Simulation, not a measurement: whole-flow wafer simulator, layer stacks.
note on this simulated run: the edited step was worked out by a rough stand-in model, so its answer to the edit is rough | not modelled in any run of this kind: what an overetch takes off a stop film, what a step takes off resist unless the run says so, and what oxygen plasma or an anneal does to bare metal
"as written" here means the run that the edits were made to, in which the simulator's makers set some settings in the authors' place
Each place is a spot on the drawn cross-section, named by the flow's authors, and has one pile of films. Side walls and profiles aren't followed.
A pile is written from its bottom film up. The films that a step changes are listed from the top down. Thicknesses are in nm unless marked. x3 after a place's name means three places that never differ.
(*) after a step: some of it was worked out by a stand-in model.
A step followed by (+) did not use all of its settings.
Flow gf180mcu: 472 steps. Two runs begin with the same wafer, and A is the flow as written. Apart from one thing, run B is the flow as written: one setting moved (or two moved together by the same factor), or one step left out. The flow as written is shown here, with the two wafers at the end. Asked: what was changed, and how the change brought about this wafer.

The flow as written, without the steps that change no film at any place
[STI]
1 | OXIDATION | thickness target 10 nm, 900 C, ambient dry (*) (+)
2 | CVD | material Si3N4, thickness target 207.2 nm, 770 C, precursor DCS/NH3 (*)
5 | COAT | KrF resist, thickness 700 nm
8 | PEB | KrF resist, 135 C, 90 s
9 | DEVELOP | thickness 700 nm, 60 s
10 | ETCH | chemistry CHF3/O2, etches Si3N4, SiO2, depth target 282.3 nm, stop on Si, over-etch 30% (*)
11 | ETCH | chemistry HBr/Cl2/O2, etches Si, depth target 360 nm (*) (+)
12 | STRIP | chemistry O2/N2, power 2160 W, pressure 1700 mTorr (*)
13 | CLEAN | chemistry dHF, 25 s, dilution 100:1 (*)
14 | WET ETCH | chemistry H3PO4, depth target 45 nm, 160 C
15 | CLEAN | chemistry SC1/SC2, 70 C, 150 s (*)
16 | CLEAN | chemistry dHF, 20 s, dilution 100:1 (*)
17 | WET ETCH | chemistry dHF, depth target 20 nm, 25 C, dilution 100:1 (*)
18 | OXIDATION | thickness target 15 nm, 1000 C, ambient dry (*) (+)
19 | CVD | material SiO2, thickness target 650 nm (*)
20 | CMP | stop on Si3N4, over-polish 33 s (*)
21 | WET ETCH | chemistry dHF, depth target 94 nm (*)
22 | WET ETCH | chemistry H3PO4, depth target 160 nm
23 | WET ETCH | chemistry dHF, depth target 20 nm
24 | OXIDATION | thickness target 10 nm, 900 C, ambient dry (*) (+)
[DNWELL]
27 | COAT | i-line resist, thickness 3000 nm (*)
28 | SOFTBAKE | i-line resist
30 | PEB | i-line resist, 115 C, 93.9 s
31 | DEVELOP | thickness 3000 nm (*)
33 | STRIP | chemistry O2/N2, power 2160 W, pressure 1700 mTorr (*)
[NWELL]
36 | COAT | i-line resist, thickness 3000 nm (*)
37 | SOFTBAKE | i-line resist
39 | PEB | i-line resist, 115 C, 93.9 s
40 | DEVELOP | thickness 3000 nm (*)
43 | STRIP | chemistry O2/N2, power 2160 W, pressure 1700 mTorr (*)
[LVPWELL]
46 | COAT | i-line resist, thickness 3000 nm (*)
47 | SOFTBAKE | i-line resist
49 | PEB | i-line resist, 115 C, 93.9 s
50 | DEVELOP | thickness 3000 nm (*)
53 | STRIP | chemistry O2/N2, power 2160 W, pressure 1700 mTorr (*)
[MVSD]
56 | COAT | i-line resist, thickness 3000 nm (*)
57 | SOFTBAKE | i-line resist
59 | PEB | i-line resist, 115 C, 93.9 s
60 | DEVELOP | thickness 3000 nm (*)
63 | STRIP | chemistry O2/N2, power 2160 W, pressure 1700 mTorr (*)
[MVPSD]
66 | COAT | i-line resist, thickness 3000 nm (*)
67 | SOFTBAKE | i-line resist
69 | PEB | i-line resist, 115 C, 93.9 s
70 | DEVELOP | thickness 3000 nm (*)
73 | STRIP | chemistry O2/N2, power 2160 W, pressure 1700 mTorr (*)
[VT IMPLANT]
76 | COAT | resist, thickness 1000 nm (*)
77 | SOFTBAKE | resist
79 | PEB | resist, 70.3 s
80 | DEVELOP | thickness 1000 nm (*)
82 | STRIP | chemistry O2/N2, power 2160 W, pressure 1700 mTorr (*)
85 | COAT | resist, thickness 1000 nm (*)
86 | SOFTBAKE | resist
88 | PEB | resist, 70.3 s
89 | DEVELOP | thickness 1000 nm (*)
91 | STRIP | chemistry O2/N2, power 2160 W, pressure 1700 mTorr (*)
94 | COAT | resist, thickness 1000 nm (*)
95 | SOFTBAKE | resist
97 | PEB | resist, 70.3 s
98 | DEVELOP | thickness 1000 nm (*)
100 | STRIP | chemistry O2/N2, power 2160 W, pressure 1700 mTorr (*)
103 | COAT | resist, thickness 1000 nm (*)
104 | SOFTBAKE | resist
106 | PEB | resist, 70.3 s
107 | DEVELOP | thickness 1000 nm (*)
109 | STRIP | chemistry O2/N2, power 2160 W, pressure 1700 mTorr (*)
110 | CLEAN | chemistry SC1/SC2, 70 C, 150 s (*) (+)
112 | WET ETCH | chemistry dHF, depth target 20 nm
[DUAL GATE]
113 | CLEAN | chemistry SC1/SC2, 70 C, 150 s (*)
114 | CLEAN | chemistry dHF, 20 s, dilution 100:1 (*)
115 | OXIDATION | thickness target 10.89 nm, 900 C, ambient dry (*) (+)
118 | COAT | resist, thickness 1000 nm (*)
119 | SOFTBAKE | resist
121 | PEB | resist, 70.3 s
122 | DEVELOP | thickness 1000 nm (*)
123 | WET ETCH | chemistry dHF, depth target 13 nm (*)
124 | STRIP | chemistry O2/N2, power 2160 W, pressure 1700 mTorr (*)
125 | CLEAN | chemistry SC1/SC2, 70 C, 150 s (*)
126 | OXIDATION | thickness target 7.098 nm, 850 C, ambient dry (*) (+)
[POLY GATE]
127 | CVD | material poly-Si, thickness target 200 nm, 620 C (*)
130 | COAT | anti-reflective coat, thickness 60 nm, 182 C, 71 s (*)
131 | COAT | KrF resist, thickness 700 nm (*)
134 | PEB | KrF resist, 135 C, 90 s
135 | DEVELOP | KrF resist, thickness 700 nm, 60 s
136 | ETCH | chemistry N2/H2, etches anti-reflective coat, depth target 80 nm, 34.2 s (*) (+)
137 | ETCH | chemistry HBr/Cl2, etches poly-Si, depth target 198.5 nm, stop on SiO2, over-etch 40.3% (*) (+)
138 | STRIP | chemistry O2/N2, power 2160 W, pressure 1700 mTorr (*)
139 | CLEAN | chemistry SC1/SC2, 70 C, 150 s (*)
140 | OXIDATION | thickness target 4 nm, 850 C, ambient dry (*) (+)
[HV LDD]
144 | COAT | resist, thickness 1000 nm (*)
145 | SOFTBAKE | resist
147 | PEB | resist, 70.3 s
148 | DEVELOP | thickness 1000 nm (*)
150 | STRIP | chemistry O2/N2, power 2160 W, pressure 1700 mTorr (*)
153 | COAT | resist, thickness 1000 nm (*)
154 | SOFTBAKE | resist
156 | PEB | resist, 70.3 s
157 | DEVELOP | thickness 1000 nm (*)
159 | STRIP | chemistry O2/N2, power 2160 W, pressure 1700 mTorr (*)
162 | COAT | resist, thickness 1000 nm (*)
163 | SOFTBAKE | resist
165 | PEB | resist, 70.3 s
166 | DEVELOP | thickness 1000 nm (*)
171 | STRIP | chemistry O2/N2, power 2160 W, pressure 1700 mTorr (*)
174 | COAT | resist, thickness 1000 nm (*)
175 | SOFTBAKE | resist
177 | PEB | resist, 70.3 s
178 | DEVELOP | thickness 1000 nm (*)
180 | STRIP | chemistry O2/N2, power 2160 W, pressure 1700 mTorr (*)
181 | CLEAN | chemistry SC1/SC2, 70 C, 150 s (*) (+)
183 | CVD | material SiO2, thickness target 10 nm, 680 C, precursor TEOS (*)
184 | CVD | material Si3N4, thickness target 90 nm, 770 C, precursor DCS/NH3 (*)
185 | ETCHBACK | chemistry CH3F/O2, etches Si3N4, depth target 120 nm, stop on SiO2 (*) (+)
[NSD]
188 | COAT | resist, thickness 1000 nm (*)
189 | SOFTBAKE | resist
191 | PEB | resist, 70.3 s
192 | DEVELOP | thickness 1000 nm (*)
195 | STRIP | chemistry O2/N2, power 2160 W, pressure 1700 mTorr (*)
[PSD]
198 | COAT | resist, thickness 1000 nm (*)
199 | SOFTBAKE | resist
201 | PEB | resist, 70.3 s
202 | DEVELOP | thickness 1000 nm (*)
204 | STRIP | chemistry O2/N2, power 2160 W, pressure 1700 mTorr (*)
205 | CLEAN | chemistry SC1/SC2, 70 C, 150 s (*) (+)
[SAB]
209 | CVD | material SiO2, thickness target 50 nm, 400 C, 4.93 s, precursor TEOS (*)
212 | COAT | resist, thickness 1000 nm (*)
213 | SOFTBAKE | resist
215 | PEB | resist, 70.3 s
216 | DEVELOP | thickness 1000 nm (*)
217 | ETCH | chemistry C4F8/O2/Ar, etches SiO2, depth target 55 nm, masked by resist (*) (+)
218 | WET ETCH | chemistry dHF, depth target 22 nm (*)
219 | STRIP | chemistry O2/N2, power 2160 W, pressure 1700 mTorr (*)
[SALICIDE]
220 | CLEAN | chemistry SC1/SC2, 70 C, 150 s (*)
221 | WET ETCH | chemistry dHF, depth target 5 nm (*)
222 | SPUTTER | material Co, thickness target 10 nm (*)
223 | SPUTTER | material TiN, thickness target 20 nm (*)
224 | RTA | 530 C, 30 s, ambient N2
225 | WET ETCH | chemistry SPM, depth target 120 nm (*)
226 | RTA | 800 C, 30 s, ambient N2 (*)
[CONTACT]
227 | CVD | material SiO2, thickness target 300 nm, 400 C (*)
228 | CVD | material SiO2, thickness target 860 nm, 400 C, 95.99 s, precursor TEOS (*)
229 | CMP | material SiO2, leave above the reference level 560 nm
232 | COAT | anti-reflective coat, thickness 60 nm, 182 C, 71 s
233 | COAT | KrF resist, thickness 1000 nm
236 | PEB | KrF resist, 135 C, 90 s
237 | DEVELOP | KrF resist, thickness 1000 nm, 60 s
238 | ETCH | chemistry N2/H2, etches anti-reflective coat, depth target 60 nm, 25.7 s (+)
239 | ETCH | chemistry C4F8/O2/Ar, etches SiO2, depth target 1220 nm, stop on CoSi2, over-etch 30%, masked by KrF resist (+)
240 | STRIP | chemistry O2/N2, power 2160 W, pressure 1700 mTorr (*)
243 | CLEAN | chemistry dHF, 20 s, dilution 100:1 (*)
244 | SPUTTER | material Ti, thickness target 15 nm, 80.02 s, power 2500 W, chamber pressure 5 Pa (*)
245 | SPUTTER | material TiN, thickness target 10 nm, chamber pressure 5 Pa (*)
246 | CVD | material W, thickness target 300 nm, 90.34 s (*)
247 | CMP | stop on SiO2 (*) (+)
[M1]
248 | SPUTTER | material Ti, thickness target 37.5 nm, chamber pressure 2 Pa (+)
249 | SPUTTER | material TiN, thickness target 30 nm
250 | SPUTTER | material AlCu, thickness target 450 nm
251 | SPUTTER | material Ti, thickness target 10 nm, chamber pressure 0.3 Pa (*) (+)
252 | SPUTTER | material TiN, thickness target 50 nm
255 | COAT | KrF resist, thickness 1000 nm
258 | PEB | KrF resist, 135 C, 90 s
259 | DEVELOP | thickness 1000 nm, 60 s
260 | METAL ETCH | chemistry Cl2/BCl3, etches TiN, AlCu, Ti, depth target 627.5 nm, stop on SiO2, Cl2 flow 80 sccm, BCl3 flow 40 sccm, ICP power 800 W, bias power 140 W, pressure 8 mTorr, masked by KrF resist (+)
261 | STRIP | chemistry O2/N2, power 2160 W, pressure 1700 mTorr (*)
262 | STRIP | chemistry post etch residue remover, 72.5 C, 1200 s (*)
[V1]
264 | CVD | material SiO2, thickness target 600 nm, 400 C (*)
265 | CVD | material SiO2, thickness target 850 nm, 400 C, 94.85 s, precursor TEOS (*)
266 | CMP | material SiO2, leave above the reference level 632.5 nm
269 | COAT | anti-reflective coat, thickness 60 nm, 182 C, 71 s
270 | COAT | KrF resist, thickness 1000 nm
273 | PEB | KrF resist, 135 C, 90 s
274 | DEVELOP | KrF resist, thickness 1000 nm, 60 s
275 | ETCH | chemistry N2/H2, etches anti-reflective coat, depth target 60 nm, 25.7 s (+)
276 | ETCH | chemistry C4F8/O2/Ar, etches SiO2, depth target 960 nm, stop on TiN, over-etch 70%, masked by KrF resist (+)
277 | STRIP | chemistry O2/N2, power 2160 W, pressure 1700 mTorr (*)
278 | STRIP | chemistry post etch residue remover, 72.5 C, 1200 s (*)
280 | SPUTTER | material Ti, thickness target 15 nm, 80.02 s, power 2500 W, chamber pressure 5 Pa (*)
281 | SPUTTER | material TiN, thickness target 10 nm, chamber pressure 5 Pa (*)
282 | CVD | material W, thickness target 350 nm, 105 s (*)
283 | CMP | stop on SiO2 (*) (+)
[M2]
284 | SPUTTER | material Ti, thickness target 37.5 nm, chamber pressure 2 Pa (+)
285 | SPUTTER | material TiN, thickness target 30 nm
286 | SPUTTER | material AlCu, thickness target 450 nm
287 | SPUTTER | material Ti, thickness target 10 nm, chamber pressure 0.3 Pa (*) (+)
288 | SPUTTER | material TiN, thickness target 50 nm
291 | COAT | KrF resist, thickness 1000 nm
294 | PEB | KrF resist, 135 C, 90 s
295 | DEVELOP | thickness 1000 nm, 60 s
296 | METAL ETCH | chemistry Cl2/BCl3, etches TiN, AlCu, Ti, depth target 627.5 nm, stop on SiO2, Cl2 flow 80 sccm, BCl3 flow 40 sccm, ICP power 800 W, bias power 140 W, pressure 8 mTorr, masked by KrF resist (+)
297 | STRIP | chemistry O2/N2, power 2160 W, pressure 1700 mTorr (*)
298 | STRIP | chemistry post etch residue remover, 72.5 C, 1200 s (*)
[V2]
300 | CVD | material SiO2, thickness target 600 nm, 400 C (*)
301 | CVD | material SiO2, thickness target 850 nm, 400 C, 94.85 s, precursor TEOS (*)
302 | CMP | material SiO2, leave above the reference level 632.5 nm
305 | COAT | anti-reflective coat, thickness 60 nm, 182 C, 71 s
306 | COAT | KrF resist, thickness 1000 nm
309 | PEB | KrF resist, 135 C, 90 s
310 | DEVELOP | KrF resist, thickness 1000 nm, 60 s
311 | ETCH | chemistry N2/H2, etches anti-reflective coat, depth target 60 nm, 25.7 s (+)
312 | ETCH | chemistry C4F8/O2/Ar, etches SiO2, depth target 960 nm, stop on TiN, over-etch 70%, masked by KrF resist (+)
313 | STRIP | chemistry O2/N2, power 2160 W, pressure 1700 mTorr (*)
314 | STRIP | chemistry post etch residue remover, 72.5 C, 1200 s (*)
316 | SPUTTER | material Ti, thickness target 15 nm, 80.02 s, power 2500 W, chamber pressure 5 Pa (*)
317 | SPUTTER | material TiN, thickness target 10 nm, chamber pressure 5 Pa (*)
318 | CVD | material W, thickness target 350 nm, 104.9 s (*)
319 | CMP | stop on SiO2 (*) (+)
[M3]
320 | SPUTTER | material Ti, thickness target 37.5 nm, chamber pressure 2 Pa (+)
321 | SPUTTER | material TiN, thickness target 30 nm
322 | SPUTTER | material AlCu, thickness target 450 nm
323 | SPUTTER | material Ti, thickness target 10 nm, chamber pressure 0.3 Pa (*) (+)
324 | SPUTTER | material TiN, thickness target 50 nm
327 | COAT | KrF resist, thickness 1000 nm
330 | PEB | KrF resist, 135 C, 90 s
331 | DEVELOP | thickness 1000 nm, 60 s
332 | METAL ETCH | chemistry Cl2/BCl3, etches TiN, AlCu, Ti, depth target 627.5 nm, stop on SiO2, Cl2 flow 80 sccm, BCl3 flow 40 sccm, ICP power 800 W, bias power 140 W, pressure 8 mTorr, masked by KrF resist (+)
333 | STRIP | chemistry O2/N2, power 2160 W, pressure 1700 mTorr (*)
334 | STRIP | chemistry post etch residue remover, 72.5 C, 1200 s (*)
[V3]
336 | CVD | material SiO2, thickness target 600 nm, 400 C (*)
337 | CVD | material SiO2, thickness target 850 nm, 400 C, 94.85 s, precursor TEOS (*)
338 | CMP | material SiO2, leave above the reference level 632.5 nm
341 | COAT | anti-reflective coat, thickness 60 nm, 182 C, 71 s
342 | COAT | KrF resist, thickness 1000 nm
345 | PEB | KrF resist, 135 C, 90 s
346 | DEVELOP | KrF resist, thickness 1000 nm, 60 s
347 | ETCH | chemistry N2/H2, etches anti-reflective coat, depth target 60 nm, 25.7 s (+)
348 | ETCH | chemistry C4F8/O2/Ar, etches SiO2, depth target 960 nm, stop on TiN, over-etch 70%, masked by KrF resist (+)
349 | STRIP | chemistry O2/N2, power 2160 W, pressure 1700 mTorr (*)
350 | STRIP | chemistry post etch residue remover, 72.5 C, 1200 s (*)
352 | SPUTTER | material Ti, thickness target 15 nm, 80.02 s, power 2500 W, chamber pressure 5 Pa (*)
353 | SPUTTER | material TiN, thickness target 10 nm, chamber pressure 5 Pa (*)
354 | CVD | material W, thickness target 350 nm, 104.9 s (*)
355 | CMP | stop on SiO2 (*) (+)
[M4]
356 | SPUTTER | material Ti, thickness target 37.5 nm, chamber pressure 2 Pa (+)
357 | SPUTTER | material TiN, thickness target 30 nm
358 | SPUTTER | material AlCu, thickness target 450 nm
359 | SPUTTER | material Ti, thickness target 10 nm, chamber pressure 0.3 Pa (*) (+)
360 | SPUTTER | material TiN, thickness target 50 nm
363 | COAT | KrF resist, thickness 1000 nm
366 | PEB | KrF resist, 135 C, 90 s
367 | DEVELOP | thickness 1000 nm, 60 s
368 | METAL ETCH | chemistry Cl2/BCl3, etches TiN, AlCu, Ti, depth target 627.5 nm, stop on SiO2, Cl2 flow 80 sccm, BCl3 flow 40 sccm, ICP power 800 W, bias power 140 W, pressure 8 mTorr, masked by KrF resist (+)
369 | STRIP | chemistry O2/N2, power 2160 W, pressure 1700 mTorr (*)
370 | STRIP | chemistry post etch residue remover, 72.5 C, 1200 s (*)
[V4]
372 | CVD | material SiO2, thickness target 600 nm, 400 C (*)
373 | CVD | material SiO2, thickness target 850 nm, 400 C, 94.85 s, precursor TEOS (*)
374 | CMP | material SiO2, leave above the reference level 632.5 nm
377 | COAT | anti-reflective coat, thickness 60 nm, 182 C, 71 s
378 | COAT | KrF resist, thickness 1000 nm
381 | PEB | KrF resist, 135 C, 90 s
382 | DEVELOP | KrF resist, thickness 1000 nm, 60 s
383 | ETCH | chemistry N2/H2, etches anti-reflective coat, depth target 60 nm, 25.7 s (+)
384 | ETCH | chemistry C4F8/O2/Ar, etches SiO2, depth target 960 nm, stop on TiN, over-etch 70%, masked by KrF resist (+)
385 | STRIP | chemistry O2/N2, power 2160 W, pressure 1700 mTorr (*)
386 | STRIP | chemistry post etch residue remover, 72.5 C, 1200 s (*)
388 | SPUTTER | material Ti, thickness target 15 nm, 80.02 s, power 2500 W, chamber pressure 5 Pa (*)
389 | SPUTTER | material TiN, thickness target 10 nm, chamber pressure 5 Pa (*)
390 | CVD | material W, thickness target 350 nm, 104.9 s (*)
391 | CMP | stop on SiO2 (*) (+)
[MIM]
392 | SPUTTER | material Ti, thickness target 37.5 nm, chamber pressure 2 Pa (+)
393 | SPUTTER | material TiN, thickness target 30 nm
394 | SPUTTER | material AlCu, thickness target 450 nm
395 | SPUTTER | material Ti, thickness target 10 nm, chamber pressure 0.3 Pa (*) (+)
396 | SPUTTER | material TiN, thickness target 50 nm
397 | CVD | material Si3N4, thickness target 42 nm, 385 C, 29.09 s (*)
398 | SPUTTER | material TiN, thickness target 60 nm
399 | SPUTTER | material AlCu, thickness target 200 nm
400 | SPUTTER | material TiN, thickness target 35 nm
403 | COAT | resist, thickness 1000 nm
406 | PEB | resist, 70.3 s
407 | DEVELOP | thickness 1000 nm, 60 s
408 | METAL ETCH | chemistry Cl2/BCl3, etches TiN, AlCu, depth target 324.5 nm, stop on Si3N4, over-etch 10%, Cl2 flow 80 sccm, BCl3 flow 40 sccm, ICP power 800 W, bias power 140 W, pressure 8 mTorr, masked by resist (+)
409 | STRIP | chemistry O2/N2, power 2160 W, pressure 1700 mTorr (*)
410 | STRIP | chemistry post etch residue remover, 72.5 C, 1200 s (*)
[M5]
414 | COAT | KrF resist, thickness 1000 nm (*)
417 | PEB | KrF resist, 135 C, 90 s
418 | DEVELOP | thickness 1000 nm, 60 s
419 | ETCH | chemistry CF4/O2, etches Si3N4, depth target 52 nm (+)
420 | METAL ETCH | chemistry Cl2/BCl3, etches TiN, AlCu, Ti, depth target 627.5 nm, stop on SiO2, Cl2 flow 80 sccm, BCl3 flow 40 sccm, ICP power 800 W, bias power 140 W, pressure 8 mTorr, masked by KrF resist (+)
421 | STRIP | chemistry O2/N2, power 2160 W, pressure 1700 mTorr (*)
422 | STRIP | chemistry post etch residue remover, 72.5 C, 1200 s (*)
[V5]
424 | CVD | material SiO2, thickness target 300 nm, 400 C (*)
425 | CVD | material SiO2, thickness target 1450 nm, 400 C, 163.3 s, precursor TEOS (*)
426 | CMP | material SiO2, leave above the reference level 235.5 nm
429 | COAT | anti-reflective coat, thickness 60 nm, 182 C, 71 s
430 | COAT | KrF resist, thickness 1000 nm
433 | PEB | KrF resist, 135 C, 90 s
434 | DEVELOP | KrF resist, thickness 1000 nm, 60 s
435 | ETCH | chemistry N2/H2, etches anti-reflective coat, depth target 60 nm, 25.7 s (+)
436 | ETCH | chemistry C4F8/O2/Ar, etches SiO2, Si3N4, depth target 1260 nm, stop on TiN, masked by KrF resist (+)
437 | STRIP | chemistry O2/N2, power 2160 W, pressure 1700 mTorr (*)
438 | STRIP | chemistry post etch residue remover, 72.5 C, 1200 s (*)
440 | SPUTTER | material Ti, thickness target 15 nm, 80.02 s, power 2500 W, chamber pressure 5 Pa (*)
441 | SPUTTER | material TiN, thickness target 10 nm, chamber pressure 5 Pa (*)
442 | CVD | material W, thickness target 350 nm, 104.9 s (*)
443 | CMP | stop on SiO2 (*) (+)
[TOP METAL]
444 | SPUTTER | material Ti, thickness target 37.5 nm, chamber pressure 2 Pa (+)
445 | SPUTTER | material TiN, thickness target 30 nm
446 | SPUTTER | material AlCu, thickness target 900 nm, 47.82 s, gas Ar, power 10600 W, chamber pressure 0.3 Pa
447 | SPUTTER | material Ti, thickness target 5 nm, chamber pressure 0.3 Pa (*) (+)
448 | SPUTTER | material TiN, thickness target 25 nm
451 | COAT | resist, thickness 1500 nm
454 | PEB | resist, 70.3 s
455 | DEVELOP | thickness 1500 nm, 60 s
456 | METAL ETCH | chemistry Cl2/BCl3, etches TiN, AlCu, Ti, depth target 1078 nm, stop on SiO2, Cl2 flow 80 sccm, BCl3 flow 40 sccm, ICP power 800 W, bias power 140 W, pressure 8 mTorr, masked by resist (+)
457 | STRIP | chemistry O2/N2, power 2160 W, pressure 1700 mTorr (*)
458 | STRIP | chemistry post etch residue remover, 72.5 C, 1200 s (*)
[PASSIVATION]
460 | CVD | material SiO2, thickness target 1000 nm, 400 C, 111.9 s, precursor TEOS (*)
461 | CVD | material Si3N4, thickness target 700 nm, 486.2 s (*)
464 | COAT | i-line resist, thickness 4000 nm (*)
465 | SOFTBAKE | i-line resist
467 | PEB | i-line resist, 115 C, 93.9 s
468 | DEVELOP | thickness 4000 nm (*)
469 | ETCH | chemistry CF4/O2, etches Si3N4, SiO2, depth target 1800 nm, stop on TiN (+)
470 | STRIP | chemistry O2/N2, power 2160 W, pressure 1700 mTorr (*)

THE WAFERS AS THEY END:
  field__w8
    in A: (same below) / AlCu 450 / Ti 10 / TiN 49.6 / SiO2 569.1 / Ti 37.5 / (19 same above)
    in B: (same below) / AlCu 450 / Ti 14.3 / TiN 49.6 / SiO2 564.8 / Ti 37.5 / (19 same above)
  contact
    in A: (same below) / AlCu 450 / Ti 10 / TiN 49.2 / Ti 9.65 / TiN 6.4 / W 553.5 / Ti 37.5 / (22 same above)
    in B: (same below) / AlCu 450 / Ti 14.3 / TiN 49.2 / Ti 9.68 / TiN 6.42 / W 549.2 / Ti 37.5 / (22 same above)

What caused this: step 323, SPUTTER: thickness target 14.3 nm was run, whereas the flow has thickness target 10 nm.
One can read it off the wafer: field__w8 has Ti 14.3, and step 323 as written asks for 10 nm.

How this came from the change, step by step:
  323 | SPUTTER | material Ti, thickness target 10 nm, chamber pressure 0.3 Pa (*) (+)
      field, field__w1, field__w2 and 108 more: A Ti gains 10 (new film) | B Ti gains 14.3 (new film)
  332 | METAL ETCH | chemistry Cl2/BCl3, etches TiN, AlCu, Ti, depth target 627.5 nm, stop on SiO2, Cl2 flow 80 sccm, BCl3 flow 40 sccm, ICP power 800 W, bias power 140 W, pressure 8 mTorr, masked by KrF resist (+)
      field, field__w1, field__w2 and 103 more: A TiN loses 50 (all of it), Ti loses 10 (all of it), AlCu loses 450 (all of it), TiN loses 30 (all of it), Ti loses 37.5 (all of it) | B TiN loses 50 (all of it), Ti loses 14.3 (all of it), AlCu loses 450 (all of it), TiN loses 30 (all of it), Ti loses 37.5 (all of it)
